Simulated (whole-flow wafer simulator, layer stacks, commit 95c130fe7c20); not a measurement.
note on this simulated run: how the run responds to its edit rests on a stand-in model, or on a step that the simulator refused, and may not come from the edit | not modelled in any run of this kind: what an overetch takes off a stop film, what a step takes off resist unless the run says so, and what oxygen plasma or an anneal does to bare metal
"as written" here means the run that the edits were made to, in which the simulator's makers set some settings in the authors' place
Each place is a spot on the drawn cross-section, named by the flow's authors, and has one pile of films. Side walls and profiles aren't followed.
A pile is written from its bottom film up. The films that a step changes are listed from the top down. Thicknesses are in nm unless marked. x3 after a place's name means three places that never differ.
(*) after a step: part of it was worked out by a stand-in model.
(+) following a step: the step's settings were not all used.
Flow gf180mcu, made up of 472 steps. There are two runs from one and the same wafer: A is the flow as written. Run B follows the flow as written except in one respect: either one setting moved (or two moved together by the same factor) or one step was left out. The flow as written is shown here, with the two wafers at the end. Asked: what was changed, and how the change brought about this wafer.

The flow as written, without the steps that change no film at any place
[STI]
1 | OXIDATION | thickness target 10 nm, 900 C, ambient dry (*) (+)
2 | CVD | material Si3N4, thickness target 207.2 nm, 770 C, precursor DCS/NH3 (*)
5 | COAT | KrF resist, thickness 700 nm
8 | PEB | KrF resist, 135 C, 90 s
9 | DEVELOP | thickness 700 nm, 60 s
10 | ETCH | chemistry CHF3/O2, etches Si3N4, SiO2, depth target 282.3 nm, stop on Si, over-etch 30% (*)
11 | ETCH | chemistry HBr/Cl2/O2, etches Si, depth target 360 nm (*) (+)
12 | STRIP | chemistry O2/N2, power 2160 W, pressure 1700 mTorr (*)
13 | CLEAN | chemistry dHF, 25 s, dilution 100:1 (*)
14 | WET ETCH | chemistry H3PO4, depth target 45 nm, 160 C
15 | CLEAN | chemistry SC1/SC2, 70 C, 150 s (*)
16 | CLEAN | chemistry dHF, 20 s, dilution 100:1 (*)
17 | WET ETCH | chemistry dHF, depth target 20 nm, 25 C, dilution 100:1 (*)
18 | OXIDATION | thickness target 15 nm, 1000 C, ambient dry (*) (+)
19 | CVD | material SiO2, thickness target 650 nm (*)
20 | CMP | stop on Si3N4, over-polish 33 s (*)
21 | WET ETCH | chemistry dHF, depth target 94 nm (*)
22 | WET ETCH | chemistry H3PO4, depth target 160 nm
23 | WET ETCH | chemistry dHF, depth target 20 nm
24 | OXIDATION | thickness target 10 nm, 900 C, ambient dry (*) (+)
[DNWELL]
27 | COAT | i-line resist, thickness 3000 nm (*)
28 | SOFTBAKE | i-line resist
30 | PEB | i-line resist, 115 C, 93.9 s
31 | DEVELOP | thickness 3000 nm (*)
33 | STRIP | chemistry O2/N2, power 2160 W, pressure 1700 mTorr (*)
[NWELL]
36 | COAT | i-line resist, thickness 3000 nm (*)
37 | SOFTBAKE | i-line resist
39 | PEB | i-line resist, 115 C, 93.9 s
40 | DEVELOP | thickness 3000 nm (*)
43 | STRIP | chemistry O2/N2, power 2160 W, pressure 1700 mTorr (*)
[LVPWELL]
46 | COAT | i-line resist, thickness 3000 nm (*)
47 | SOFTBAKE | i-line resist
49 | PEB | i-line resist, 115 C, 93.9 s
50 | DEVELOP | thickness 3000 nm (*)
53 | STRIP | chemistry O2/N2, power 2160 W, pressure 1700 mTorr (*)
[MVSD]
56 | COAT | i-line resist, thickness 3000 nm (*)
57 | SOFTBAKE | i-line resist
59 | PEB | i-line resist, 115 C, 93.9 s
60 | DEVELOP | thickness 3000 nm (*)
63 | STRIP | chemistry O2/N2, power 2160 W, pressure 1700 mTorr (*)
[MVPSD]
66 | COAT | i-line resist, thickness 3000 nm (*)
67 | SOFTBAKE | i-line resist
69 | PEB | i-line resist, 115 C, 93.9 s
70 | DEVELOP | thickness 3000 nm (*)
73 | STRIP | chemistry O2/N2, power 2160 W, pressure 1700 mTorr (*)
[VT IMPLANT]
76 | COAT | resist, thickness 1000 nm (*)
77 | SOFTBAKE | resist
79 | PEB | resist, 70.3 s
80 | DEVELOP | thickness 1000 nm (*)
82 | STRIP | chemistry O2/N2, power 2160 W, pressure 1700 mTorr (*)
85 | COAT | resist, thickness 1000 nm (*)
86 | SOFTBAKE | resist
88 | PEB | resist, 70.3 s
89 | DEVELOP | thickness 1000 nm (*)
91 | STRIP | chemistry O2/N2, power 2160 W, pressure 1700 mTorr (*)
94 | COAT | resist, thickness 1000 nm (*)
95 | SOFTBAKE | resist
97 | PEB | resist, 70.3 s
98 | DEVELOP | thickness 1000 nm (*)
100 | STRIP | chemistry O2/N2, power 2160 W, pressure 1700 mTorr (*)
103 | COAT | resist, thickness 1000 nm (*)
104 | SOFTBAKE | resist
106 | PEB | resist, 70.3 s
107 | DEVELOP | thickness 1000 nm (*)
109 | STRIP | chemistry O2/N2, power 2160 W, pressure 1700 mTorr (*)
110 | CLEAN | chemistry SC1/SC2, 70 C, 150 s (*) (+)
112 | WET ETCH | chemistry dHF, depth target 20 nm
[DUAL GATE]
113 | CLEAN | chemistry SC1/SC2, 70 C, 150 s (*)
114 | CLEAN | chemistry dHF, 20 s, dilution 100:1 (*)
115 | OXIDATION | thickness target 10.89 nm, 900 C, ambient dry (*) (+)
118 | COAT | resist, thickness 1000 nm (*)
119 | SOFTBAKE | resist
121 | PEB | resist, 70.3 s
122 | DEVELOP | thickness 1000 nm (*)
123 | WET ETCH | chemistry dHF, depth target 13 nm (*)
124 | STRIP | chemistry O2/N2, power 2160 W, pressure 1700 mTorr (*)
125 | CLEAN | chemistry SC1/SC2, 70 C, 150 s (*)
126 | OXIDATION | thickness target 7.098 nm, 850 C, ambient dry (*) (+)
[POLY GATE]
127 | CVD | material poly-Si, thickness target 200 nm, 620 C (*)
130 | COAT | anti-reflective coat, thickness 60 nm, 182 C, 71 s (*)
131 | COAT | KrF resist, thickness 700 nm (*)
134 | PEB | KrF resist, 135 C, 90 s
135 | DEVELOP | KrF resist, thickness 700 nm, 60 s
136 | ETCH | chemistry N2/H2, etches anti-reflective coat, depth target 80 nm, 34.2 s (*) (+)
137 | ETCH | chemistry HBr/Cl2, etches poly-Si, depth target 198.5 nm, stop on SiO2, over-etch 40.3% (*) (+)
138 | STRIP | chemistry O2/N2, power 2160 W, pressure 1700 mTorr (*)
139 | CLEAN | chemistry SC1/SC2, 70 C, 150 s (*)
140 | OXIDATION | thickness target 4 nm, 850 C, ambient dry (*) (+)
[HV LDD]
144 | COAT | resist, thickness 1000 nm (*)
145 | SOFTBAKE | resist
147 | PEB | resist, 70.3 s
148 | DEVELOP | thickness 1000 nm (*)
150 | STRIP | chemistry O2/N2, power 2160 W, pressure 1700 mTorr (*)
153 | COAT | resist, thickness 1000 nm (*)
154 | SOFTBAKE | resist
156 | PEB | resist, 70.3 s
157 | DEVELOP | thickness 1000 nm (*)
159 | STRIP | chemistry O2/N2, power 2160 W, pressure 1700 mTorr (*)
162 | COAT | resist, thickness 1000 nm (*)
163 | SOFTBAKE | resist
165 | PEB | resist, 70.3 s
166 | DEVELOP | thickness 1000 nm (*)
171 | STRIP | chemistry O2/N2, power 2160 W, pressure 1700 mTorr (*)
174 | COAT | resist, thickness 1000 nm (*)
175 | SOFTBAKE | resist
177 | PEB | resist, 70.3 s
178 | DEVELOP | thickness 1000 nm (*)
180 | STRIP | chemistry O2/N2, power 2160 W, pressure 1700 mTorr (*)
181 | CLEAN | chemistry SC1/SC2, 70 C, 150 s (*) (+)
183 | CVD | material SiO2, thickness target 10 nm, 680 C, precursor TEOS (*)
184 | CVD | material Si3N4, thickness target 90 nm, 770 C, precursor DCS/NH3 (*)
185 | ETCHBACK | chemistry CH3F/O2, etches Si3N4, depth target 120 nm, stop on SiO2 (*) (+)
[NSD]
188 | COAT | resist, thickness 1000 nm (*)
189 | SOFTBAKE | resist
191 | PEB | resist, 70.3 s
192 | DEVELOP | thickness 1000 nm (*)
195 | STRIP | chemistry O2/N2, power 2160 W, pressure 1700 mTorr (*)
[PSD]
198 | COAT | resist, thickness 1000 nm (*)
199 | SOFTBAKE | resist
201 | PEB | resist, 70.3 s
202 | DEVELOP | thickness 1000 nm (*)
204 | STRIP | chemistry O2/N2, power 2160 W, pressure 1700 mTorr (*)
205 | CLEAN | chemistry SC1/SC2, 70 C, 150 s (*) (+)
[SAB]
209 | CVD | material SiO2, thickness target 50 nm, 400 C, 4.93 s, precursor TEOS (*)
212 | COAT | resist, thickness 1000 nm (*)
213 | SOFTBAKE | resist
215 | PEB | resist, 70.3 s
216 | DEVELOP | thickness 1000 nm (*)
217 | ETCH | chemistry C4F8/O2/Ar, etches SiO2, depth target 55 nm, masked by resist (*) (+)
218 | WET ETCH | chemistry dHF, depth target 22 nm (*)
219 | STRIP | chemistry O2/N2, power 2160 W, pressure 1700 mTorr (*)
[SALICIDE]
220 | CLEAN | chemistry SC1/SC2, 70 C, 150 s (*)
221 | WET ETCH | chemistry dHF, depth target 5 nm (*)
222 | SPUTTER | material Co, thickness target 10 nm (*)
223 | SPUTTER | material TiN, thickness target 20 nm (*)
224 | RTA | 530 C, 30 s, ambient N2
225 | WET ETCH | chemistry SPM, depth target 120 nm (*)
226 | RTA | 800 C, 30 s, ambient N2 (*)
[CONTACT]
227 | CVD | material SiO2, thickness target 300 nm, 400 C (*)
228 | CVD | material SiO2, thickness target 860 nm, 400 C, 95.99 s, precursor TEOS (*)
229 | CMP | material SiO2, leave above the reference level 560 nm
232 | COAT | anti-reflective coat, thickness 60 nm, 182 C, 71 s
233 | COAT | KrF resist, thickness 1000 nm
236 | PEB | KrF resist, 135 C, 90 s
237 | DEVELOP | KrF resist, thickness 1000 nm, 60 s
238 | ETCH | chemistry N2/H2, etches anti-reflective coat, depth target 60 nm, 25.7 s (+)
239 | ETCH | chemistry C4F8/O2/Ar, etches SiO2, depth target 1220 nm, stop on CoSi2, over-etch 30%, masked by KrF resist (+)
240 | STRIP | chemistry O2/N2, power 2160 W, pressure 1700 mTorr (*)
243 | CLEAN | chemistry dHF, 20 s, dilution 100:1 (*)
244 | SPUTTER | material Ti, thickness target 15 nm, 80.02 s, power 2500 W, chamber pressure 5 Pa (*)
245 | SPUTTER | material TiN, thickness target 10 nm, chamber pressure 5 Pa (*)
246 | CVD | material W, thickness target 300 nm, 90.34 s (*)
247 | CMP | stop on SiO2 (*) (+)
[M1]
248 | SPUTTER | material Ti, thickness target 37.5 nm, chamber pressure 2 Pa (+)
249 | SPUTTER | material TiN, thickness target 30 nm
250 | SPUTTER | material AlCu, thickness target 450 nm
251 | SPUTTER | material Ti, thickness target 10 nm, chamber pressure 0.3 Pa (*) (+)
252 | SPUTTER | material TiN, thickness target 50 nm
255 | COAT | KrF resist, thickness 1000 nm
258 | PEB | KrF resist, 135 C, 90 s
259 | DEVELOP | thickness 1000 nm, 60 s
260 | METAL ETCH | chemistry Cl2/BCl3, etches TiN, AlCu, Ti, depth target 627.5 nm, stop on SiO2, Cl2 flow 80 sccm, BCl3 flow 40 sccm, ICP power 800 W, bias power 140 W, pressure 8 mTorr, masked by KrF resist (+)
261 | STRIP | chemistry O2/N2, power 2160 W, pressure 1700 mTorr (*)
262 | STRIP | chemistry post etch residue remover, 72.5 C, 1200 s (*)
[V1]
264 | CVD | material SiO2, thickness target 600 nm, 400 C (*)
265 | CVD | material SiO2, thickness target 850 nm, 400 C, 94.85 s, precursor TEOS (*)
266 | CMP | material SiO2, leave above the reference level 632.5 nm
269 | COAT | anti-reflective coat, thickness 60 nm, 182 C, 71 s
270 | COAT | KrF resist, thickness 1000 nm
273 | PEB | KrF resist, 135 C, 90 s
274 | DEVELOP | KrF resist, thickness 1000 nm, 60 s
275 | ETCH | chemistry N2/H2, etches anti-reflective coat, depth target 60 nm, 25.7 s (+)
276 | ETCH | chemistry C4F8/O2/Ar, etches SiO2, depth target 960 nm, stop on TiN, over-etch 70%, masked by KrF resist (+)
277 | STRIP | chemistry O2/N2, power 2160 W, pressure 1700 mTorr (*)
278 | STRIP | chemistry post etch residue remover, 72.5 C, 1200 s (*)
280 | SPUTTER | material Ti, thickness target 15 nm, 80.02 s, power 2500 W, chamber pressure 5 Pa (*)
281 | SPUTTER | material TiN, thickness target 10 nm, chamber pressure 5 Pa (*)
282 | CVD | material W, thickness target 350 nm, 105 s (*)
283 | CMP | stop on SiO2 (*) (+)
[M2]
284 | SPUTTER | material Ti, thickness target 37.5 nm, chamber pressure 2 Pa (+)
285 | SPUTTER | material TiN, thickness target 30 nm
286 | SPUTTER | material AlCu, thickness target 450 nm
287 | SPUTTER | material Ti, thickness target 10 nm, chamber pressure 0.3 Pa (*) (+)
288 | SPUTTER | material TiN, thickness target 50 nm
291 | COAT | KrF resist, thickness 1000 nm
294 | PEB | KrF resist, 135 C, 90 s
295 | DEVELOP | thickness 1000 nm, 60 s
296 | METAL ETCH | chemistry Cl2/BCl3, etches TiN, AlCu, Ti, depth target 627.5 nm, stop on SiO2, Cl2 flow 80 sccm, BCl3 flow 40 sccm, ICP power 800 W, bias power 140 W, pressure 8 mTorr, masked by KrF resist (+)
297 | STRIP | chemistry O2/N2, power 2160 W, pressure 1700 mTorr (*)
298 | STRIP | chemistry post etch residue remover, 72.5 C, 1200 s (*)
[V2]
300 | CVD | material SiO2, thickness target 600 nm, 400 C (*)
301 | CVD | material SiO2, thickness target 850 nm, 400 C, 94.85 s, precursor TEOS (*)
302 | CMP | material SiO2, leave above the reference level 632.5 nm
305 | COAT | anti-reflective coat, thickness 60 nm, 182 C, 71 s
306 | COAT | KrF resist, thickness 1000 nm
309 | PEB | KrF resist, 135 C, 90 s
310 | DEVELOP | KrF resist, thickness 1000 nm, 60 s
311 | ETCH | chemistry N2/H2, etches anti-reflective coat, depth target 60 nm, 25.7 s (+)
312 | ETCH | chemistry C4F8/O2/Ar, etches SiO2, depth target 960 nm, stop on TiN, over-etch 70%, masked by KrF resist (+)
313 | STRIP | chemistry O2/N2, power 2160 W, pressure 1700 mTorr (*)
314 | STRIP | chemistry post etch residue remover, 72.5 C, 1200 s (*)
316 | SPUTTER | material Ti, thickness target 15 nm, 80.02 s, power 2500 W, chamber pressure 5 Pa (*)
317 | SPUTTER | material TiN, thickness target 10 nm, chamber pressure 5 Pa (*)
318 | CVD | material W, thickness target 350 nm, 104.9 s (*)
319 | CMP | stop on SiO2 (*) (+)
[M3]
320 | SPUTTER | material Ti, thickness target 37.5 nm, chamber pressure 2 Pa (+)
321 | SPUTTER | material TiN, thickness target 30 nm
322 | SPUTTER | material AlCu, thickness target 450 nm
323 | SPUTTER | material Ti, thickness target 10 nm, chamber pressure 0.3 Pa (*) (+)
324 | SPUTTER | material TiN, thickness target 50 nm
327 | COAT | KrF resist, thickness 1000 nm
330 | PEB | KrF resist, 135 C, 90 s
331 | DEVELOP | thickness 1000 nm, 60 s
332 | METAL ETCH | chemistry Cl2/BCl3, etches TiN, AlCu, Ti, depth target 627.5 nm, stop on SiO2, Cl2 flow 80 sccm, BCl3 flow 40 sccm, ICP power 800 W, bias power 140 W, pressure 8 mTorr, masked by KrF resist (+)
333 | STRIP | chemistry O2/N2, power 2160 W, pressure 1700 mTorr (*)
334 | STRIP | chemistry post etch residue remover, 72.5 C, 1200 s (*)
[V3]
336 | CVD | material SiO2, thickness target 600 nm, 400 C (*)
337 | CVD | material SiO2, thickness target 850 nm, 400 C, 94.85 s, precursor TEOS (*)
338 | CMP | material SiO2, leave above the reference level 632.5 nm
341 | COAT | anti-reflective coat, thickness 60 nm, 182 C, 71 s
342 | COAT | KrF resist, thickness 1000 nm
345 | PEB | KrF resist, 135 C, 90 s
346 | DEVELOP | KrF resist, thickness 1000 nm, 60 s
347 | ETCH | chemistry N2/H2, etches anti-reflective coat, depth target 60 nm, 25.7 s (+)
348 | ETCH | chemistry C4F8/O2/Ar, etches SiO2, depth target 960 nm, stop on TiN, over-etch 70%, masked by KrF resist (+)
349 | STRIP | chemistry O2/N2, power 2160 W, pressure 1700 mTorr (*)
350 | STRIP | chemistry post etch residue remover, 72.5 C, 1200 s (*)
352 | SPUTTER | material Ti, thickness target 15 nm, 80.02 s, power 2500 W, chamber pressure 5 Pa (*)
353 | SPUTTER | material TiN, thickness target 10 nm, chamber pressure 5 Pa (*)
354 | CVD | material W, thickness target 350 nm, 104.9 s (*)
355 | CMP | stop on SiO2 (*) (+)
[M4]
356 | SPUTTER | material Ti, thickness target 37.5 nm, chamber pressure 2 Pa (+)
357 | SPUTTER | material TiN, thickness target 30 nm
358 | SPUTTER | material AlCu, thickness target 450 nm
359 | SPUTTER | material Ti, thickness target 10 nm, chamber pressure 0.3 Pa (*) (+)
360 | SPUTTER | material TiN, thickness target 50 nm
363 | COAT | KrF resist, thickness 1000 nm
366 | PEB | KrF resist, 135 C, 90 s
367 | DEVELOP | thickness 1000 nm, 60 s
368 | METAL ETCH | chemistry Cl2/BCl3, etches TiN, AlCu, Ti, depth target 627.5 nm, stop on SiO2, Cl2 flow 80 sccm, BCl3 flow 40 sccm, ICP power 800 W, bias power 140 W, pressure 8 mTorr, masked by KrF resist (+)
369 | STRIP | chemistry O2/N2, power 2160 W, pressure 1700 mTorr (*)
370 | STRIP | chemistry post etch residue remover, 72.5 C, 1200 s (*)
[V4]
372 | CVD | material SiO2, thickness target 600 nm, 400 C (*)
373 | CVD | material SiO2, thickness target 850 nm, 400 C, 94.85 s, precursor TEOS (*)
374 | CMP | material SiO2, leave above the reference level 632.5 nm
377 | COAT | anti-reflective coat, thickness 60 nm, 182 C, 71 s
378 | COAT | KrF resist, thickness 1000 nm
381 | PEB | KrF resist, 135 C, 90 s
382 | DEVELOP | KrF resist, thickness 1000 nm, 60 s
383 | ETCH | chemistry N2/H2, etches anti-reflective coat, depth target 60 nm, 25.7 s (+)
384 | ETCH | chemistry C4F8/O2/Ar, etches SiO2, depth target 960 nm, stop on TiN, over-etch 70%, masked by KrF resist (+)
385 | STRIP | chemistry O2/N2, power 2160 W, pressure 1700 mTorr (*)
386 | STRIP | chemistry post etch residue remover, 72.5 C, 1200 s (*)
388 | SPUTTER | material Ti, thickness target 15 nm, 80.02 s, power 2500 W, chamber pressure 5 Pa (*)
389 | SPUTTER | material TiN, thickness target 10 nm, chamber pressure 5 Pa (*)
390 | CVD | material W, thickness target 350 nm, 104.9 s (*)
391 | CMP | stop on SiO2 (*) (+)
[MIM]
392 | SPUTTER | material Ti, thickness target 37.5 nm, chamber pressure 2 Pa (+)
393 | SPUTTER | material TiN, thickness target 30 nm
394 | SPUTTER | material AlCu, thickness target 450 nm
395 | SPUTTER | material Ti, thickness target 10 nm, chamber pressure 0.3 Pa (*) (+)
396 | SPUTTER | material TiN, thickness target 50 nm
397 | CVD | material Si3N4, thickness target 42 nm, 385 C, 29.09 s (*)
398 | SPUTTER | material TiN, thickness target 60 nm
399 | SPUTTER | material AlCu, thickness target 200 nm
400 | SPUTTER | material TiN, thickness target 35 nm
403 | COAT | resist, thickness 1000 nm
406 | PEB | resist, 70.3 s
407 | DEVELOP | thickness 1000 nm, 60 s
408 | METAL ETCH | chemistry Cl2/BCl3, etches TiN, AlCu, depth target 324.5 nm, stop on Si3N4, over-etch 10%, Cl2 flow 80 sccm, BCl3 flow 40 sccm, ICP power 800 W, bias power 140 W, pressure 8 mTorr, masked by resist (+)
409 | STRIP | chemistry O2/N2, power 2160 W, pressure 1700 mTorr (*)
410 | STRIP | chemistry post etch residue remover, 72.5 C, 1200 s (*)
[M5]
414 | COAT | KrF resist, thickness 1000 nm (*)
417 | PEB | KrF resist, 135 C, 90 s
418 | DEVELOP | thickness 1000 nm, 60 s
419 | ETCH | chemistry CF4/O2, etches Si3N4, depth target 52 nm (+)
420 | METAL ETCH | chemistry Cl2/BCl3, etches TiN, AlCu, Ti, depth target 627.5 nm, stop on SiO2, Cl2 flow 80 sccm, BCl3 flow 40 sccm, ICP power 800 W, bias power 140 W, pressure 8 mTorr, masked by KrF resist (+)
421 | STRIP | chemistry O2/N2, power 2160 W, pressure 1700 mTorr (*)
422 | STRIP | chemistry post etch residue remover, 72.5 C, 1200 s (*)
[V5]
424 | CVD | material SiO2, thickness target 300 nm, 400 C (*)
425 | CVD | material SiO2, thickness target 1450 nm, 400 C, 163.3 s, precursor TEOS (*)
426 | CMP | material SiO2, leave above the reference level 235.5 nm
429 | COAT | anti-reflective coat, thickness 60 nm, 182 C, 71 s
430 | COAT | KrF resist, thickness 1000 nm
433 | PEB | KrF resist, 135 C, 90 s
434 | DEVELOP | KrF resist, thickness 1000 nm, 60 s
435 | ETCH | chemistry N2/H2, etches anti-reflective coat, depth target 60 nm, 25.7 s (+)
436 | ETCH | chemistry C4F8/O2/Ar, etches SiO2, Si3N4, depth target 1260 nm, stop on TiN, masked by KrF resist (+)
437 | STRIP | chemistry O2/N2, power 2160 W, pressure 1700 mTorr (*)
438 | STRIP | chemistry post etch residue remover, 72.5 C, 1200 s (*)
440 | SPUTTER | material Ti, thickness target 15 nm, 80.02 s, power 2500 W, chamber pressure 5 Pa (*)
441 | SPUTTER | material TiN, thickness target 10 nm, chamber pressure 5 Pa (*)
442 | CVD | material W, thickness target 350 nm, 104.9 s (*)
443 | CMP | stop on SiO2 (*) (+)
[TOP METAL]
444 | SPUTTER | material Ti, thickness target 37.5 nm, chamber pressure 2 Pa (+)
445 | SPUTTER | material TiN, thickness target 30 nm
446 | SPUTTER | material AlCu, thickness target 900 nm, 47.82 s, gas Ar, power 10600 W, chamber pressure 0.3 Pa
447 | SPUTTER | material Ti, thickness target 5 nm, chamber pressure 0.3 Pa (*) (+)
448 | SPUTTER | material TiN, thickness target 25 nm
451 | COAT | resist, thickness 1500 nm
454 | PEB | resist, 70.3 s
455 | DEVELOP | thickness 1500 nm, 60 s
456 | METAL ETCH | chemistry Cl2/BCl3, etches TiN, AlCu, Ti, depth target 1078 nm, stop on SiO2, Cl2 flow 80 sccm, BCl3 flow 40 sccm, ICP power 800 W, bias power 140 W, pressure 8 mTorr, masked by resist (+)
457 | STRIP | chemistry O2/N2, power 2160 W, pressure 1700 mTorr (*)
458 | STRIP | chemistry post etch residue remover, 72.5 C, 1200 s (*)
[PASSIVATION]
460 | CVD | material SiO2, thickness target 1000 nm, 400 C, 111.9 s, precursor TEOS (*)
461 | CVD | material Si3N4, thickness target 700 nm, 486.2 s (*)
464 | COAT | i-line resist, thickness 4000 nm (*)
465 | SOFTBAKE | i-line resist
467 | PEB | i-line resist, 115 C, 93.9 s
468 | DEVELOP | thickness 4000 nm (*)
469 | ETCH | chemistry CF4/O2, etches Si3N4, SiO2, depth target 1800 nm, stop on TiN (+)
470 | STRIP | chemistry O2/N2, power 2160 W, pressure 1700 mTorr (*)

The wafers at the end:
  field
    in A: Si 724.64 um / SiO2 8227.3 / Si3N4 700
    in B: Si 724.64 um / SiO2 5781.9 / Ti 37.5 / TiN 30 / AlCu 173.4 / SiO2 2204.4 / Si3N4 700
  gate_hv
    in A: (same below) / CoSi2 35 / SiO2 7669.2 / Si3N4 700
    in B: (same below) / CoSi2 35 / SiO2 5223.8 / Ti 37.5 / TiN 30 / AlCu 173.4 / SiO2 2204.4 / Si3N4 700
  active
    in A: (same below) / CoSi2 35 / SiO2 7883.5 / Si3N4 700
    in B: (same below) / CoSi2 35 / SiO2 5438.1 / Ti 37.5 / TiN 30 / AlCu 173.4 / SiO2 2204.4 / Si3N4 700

The reason: step 420, METAL ETCH: depth target 329.4 nm was run, while the flow as written has depth target 627.5 nm.

Step by step, how the change led to this:
  420 | METAL ETCH | chemistry Cl2/BCl3, etches TiN, AlCu, Ti, depth target 627.5 nm, stop on SiO2, Cl2 flow 80 sccm, BCl3 flow 40 sccm, ICP power 800 W, bias power 140 W, pressure 8 mTorr, masked by KrF resist (+)
      field, field__w1, field__w2 and 101 more: A -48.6 TiN (all of it), -10 Ti (all of it), -450 AlCu (all of it), -30 TiN (all of it), -37.5 Ti (all of it) | B -48.6 TiN (all of it), -10 Ti (all of it), -270.8 AlCu
      field__w4, field__w8, contact, m1, m1__w1, mim, mim_1p0, m1_nw: A -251 KrF resist | B -131.8 KrF resist
  421 | STRIP | chemistry O2/N2, power 2160 W, pressure 1700 mTorr (*)
      field__w8, m1__w1: A -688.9 KrF resist (all of it) | B -808.1 KrF resist (all of it)
      field__w4: A -731.6 KrF resist (all of it) | B -850.9 KrF resist (all of it)
      (as well as at 5 more places)
  422 | STRIP | chemistry post etch residue remover, 72.5 C, 1200 s (*)
      field, field__w1, field__w2 and 101 more: A nothing | B -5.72 AlCu
  424 | CVD | material SiO2, thickness target 300 nm, 400 C (*)
      field, field__w1, field__w2 and 101 more: A +300 SiO2 | B +300 SiO2 (new film)
  426 | CMP | material SiO2, leave above the reference level 235.5 nm
      field, field__w1, field__w5 and 92 more: A -300.8 SiO2 | B -541.8 SiO2
      field__w2, field__w3, field__w12 and 6 more: A -272.7 SiO2 | B -524.6 SiO2
Taking metal films that touch as one body, field has 1 body; the flow as written gives 0 bodies.
Taking metal films that touch as one body, gate_hv has 2 bodies (between them, from the top down: SiO2 5223.8); the flow as written gives 1 body.
Taking metal films that touch as one body, active has 2 bodies (between them, from the top down: SiO2 5438.1); the flow as written gives 1 body.
